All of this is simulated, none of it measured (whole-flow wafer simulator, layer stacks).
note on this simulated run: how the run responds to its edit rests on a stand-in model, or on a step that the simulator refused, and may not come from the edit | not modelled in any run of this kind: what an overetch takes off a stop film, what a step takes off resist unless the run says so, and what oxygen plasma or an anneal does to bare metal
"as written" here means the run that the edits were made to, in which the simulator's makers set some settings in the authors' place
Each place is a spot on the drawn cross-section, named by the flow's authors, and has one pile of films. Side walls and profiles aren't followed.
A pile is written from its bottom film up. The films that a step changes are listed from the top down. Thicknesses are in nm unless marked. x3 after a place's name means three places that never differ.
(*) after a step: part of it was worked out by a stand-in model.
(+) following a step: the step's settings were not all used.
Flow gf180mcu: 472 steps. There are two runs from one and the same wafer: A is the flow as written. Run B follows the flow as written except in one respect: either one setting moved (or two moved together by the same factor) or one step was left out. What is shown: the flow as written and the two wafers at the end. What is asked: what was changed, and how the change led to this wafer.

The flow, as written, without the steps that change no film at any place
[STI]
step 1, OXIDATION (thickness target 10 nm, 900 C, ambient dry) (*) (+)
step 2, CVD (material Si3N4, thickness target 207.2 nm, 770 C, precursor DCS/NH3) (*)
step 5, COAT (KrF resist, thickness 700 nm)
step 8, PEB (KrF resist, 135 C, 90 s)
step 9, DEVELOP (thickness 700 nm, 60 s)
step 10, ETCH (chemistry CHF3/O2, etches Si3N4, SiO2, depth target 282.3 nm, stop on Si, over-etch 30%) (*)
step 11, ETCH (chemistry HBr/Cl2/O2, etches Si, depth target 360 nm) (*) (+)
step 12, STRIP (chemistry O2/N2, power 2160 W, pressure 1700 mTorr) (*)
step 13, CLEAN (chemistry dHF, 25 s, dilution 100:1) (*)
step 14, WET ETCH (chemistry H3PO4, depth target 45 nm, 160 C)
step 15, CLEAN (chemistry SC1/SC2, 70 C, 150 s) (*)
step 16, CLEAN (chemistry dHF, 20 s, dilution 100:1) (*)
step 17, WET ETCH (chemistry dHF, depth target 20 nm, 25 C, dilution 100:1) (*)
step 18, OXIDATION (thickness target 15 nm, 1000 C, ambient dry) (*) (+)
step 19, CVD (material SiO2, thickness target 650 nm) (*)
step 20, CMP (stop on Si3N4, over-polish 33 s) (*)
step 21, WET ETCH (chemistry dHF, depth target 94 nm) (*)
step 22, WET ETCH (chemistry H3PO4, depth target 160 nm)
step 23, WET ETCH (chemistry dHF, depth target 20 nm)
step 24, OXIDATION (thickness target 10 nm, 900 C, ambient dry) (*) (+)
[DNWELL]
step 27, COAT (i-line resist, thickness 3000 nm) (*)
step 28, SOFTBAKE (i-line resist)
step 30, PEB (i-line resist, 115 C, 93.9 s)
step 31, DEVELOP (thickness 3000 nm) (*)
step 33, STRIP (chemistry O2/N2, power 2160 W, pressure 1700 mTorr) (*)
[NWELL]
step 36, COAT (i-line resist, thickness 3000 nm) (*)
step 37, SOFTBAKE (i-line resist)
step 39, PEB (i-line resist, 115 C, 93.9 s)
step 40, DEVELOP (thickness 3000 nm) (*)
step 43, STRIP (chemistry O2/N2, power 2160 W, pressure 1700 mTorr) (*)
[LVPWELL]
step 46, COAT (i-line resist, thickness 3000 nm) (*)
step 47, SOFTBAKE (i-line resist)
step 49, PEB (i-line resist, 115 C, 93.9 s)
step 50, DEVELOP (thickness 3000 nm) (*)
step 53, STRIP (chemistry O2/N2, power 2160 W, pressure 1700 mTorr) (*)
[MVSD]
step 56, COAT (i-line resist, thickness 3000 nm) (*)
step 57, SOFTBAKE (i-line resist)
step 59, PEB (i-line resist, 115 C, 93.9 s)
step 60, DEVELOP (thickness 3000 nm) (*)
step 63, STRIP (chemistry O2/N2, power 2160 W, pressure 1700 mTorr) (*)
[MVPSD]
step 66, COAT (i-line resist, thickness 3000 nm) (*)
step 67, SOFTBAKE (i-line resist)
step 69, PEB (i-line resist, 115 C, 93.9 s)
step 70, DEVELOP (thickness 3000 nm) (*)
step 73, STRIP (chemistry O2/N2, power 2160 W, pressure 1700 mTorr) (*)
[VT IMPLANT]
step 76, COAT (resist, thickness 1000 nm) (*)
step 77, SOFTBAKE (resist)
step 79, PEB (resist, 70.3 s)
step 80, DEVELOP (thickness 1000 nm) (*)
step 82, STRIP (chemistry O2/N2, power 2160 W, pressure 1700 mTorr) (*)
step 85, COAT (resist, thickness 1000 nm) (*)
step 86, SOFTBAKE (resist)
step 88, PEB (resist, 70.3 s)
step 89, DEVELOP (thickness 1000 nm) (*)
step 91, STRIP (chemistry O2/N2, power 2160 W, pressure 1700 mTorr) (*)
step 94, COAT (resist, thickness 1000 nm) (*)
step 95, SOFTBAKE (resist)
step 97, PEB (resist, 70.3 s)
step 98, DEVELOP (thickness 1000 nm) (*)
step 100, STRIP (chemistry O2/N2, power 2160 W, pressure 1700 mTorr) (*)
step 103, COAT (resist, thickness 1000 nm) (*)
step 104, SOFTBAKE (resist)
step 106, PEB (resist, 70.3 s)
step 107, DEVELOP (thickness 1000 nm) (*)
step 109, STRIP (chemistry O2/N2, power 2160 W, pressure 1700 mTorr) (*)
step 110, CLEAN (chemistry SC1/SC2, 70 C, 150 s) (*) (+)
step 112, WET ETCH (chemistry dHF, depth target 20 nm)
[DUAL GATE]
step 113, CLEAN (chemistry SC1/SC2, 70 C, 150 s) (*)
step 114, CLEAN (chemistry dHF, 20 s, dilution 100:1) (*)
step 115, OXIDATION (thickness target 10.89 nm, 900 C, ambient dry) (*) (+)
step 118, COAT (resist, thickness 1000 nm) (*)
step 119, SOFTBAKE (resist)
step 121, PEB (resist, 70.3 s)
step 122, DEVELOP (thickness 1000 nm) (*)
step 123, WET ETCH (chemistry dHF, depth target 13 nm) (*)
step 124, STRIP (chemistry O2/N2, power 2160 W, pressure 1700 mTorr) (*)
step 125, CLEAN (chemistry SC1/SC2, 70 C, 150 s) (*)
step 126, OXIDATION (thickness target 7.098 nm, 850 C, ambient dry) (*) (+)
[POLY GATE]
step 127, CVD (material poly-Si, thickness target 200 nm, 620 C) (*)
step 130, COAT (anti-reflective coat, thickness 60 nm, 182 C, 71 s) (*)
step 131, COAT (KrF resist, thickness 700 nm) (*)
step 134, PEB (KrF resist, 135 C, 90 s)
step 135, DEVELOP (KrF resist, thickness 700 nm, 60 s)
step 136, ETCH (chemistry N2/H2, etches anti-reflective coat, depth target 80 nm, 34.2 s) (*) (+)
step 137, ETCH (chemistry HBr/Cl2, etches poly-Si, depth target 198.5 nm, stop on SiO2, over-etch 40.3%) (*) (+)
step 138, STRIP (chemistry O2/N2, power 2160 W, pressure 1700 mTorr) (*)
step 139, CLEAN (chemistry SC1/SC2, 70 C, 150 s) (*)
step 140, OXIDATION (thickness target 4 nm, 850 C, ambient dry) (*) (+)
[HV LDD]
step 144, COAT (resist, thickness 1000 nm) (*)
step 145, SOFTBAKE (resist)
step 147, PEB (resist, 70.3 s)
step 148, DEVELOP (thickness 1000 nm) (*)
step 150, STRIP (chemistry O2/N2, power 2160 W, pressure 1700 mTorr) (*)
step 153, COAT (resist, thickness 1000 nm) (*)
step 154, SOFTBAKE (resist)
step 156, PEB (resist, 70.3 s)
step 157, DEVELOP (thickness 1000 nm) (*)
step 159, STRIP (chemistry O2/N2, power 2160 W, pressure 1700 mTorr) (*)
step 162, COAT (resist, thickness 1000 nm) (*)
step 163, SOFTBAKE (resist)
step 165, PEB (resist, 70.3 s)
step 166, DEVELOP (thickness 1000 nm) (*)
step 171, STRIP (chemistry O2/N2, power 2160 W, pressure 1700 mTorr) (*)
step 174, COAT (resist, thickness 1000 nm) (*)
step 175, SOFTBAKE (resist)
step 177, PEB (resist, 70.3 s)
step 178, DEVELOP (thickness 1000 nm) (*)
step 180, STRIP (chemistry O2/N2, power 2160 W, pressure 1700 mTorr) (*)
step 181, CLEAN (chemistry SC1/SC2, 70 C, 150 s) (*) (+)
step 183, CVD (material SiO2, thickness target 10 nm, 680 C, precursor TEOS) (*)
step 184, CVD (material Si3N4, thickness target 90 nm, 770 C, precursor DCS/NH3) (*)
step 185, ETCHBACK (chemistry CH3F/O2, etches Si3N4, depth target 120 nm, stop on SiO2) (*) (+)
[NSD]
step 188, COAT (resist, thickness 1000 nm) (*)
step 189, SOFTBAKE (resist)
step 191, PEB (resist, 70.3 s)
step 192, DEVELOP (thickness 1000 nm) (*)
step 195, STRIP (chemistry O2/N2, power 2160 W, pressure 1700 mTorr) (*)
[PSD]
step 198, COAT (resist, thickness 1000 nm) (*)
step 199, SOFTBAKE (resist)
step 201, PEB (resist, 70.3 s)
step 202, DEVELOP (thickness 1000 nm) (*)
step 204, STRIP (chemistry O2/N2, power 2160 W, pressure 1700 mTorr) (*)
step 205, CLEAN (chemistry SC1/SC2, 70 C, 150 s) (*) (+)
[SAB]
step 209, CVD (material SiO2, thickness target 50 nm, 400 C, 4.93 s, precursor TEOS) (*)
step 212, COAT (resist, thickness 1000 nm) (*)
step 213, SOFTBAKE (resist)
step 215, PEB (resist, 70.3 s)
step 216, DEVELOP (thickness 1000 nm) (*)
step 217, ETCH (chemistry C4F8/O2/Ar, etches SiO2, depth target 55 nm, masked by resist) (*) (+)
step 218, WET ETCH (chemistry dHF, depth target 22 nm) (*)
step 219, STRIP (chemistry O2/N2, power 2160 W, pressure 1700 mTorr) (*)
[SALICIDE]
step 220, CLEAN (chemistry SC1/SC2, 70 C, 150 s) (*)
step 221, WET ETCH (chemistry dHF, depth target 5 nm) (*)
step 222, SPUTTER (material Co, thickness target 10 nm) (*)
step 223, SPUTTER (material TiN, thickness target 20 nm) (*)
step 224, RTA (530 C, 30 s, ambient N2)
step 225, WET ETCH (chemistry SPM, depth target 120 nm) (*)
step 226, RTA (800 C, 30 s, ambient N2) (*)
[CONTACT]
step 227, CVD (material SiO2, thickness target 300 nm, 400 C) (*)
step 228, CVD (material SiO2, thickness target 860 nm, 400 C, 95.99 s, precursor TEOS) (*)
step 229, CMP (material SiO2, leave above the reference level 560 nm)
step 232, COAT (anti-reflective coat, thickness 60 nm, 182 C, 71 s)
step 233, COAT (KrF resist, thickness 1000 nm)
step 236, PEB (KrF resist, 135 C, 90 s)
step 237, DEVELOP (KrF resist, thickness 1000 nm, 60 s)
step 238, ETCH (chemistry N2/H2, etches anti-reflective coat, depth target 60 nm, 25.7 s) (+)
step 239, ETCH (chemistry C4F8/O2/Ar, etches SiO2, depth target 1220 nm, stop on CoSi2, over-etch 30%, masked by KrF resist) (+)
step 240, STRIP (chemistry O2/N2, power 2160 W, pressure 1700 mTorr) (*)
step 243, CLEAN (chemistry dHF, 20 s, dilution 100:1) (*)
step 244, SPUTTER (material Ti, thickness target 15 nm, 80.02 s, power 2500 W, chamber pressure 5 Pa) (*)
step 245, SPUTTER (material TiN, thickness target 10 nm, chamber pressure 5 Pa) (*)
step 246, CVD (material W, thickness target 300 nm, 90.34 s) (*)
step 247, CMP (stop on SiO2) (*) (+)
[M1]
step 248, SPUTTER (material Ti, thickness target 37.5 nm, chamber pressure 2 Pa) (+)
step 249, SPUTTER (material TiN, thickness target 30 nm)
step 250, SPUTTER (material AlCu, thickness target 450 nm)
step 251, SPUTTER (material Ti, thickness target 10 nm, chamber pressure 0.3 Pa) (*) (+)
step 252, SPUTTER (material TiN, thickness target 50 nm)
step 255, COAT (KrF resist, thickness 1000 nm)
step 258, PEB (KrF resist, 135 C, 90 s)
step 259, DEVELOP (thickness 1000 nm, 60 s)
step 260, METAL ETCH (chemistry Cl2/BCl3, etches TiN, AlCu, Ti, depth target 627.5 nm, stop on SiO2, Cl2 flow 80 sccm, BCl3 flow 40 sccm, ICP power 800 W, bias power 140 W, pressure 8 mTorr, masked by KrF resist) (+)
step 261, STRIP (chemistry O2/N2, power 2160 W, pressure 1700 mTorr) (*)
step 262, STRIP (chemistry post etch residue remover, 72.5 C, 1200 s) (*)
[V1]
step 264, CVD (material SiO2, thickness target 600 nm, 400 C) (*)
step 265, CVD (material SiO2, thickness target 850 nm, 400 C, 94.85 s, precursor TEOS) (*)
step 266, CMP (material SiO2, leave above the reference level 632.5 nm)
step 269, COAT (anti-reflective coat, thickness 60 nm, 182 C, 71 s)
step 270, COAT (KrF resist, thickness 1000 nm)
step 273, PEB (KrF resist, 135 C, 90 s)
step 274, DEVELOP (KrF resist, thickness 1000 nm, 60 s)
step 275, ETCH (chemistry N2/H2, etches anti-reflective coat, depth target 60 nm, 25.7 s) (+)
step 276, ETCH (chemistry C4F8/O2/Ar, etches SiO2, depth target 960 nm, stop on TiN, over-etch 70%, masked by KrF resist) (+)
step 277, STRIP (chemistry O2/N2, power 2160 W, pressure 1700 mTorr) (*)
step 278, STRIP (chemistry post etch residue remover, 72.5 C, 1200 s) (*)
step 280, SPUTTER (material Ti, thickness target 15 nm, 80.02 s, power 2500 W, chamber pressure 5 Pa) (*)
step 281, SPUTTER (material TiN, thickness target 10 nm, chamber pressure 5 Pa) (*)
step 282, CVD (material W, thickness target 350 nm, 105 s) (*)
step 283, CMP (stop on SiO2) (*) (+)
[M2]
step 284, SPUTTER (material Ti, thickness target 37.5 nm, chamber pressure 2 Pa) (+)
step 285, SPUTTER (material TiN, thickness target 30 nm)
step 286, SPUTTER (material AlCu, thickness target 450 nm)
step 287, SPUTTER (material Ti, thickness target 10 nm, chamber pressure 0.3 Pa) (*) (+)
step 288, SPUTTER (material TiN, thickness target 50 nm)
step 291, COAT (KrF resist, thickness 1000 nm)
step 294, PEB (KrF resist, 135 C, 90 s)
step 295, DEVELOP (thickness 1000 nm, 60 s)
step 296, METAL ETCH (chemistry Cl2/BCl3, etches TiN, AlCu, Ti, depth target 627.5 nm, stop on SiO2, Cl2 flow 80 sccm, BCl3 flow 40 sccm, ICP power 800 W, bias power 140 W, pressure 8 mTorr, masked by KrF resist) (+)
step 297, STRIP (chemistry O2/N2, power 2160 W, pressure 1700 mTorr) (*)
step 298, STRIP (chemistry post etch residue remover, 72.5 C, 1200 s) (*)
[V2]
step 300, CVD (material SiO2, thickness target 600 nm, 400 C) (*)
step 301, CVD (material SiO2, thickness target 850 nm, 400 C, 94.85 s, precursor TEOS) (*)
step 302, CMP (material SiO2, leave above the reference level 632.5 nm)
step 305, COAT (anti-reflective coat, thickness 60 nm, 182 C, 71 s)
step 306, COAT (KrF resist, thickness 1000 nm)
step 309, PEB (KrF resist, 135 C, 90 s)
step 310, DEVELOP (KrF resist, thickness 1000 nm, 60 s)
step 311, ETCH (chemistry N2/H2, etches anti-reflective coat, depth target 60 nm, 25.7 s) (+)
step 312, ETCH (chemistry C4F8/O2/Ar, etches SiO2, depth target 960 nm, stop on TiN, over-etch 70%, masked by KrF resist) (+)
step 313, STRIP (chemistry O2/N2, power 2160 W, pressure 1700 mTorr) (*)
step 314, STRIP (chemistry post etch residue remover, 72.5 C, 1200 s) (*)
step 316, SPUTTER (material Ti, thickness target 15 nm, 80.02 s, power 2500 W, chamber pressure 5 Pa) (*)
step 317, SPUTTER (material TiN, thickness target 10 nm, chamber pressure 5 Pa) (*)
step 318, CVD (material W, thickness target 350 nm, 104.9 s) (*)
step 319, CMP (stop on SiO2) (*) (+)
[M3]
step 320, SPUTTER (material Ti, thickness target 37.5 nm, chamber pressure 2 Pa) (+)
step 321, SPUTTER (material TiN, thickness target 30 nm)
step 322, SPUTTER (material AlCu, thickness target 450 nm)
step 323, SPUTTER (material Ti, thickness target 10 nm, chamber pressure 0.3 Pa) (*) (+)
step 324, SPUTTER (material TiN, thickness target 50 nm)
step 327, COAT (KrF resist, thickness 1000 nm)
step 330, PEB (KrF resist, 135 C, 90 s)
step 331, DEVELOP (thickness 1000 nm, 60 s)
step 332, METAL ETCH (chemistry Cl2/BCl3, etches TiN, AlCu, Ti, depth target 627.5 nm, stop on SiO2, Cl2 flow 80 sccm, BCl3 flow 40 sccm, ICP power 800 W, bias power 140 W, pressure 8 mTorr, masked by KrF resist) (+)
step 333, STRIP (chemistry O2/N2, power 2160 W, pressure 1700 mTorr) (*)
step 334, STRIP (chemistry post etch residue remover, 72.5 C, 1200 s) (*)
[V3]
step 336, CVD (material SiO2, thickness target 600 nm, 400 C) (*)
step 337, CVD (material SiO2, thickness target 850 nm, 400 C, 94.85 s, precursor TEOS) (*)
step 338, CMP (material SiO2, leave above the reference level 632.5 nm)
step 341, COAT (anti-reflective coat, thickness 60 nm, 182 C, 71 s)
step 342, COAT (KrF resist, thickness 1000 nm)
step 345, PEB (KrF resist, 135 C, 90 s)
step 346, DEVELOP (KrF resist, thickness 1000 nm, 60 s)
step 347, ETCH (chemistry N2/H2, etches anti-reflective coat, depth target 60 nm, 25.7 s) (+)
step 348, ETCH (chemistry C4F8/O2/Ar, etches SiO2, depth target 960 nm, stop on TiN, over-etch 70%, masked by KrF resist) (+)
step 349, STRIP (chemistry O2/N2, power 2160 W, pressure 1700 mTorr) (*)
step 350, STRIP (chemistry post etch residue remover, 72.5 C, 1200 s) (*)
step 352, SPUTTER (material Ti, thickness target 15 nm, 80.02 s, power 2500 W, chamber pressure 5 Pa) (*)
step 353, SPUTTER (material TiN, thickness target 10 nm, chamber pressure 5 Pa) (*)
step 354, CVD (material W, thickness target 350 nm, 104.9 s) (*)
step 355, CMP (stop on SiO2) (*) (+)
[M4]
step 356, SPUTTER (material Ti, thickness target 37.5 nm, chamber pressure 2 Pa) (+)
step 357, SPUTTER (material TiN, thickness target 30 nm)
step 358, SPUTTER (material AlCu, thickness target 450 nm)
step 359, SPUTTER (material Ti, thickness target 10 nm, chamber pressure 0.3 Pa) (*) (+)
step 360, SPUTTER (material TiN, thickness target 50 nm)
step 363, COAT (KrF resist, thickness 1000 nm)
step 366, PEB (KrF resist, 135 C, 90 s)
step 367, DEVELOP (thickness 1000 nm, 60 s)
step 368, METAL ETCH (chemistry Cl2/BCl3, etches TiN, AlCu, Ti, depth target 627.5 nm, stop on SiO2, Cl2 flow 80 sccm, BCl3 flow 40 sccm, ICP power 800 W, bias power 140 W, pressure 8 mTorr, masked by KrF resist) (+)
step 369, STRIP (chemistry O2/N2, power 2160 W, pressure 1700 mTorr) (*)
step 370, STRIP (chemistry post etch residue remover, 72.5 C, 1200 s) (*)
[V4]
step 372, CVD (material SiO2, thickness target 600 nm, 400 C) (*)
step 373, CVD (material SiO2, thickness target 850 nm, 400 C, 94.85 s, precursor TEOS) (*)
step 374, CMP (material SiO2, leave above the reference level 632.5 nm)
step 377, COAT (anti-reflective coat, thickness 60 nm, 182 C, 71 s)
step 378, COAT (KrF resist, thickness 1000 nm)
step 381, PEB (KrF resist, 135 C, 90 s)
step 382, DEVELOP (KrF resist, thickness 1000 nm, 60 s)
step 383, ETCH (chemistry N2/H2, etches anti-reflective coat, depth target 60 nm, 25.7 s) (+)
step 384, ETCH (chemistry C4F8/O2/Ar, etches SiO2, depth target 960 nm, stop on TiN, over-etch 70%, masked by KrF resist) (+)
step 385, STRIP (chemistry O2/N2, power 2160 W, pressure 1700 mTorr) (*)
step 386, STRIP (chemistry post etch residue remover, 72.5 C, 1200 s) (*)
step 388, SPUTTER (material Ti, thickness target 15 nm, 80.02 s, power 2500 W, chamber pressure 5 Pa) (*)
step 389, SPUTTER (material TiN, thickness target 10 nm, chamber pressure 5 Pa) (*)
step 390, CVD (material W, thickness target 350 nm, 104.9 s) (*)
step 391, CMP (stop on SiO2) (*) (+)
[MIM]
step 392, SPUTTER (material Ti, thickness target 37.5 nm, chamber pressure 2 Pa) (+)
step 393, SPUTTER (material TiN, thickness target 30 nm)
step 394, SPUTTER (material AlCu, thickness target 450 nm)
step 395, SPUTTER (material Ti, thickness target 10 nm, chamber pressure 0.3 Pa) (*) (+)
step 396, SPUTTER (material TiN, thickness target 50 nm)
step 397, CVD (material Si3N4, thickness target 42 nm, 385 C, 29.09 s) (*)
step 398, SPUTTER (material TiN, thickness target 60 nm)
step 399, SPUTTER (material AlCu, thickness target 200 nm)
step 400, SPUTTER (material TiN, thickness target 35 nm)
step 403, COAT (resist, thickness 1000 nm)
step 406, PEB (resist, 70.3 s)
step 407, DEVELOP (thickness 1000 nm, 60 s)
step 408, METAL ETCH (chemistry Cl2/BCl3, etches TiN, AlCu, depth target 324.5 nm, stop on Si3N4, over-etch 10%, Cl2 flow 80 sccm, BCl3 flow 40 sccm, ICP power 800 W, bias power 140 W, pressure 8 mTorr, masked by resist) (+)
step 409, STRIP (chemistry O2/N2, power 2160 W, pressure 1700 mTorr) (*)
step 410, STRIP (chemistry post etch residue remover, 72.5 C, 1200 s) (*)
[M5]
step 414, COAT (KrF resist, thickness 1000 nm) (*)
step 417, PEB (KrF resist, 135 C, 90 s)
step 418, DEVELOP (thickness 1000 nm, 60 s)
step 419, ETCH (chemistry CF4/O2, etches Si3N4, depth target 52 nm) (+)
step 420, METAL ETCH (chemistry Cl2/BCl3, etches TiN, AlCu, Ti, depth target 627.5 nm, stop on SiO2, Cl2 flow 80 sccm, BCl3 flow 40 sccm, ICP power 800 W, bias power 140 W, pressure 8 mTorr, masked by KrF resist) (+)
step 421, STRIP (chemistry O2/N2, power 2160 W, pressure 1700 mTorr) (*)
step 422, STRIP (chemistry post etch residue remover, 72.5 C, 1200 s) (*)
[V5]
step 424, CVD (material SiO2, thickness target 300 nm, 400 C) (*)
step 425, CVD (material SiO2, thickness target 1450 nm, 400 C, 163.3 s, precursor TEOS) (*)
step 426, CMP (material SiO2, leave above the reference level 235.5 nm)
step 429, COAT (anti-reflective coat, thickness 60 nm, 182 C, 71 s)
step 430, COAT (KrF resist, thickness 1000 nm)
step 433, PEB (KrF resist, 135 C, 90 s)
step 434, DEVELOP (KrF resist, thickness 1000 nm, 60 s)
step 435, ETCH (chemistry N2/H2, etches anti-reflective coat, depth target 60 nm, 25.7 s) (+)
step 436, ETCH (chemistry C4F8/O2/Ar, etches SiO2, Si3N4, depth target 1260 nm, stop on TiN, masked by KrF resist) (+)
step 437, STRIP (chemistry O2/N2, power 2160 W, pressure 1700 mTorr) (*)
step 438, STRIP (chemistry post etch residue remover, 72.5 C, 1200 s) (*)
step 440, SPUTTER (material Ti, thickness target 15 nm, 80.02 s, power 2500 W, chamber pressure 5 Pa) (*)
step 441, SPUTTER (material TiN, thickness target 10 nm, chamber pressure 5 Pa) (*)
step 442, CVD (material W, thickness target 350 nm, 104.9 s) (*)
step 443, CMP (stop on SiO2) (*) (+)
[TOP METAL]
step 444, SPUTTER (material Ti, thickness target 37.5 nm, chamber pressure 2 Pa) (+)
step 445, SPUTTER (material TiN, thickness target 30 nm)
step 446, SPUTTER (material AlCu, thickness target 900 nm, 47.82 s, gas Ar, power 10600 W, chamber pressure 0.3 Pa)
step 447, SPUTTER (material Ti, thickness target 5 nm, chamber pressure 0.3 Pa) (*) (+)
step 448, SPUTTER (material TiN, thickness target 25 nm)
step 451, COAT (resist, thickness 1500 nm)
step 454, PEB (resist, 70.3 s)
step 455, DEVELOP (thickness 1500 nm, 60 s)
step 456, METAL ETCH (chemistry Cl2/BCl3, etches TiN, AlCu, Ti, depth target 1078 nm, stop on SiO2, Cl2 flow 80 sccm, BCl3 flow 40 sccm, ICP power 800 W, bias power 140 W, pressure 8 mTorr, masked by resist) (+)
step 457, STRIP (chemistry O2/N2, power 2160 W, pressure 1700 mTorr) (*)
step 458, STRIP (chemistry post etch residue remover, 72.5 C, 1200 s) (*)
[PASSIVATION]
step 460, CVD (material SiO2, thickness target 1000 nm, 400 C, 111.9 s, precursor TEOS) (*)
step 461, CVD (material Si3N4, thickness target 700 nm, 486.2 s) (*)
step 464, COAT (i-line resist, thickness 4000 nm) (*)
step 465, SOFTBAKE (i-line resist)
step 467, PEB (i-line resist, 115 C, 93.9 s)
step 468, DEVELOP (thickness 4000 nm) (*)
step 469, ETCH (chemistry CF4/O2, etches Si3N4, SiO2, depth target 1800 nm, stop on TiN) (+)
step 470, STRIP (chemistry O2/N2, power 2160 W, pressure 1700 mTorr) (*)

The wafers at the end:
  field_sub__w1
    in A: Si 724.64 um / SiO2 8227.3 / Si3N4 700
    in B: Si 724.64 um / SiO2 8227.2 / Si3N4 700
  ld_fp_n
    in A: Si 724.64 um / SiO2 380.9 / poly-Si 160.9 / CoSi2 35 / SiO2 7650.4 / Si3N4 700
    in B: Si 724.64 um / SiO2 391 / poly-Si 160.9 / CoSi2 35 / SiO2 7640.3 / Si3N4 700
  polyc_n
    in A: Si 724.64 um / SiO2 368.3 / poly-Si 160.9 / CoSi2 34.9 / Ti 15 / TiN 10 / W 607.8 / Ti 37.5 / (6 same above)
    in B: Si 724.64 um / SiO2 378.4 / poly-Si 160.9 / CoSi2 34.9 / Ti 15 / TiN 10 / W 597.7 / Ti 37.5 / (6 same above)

What caused this: step 23, WET ETCH: depth target 12.2 nm was run, though the flow has depth target 20 nm.

The path from the change to this, step by step:
  step 23, WET ETCH (chemistry dHF, depth target 20 nm)
      field, field_sub, sti and 34 more: A SiO2 loses 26 | B SiO2 loses 15.9
  step 28, SOFTBAKE (i-line resist)
      ldn_fp, ldn_drn: A i-line resist gains 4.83 | B i-line resist gains 6.04
      field: A i-line resist gains 2.45 | B i-line resist gains 3.19
      (as well as at 32 more places)
  step 37, SOFTBAKE (i-line resist)
      ldn_fp, ldn_drn: A i-line resist gains 4.83 | B i-line resist gains 6.04
      field: A i-line resist gains 2.45 | B i-line resist gains 3.19
      (as well as at 32 more places)
  step 47, SOFTBAKE (i-line resist)
      ldn_fp, ldn_drn: A i-line resist gains 4.83 | B i-line resist gains 6.04
      field: A i-line resist gains 2.45 | B i-line resist gains 3.19
      (as well as at 32 more places)
  step 57, SOFTBAKE (i-line resist)
      ldn_fp, ldn_drn: A i-line resist gains 4.83 | B i-line resist gains 6.04
      field: A i-line resist gains 2.45 | B i-line resist gains 3.19
      (as well as at 32 more places)
  step 67, SOFTBAKE (i-line resist)
      ldn_fp, ldn_drn: A i-line resist gains 4.83 | B i-line resist gains 6.04
      field: A i-line resist gains 2.45 | B i-line resist gains 3.19
      (as well as at 32 more places)
  step 77, SOFTBAKE (resist)
      gate_p_hv: A resist gains 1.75 | B resist gains 2.28
  step 86, SOFTBAKE (resist)
      gate_p_hv: A resist gains 1.75 | B resist gains 2.28
  step 95, SOFTBAKE (resist)
      gate_p_hv: A resist gains 1.75 | B resist gains 2.28
  step 104, SOFTBAKE (resist)
      gate_p_hv: A resist gains 1.75 | B resist gains 2.28
  step 119, SOFTBAKE (resist)
      gate_p_hv: A resist gains 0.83 | B resist gains 1.35
  step 130, COAT (anti-reflective coat, thickness 60 nm, 182 C, 71 s) (*)
      p_well, spacer, sd_n: A anti-reflective coat gains 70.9 (new film) | B anti-reflective coat gains 80.6 (new film)
      ldn_acc, ldp_acc: A anti-reflective coat gains 66.9 (new film) | B anti-reflective coat gains 70.8 (new film)
      (as well as at 69 more places)
  step 136, ETCH (chemistry N2/H2, etches anti-reflective coat, depth target 80 nm, 34.2 s) (*) (+)
      p_well, spacer, sd_n: A anti-reflective coat loses 70.9 (all of it), poly-Si loses 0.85 | B anti-reflective coat loses 80.6 (all of it), poly-Si loses 0.6
      field: A anti-reflective coat loses 61.5 (all of it), poly-Si loses 1.09 | B anti-reflective coat loses 58.2 (all of it), poly-Si loses 1.17
      (as well as at 49 more places)
  step 138, STRIP (chemistry O2/N2, power 2160 W, pressure 1700 mTorr) (*)
      gate: A chemical SiO2 gains 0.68 (new film), KrF resist loses 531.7 (all of it), anti-reflective coat loses 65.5 (all of it), poly-Si loses 0.3 | B chemical SiO2 gains 0.68 (new film), KrF resist loses 532.2 (all of it), anti-reflective coat loses 69.9 (all of it), poly-Si loses 0.3
      gate_hv: A chemical SiO2 gains 0.68 (new film), KrF resist loses 528.4 (all of it), anti-reflective coat loses 61 (all of it), poly-Si loses 0.3 | B chemical SiO2 gains 0.68 (new film), KrF resist loses 530.5 (all of it), anti-reflective coat loses 62.6 (all of it), poly-Si loses 0.3
      (as well as at 19 more places)
  step 145, SOFTBAKE (resist)
      gate_p_hv: A resist loses 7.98 | B resist loses 7.4
  step 154, SOFTBAKE (resist)
      gate_p_hv: A resist loses 7.98 | B resist loses 7.4
  ... 9 other steps ...
  step 229, CMP (material SiO2, leave above the reference level 560 nm)
      ldn_sep__w1, ldn_sep__w2, ldn_dft and 8 more: A SiO2 loses 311 | B SiO2 loses 321.1
      sti, mim_1p0, pad, dice_street, iso_nw_fld, iso_fld_sub: A SiO2 loses 296.8 | B SiO2 loses 306.9
      (as well as at 40 more places)
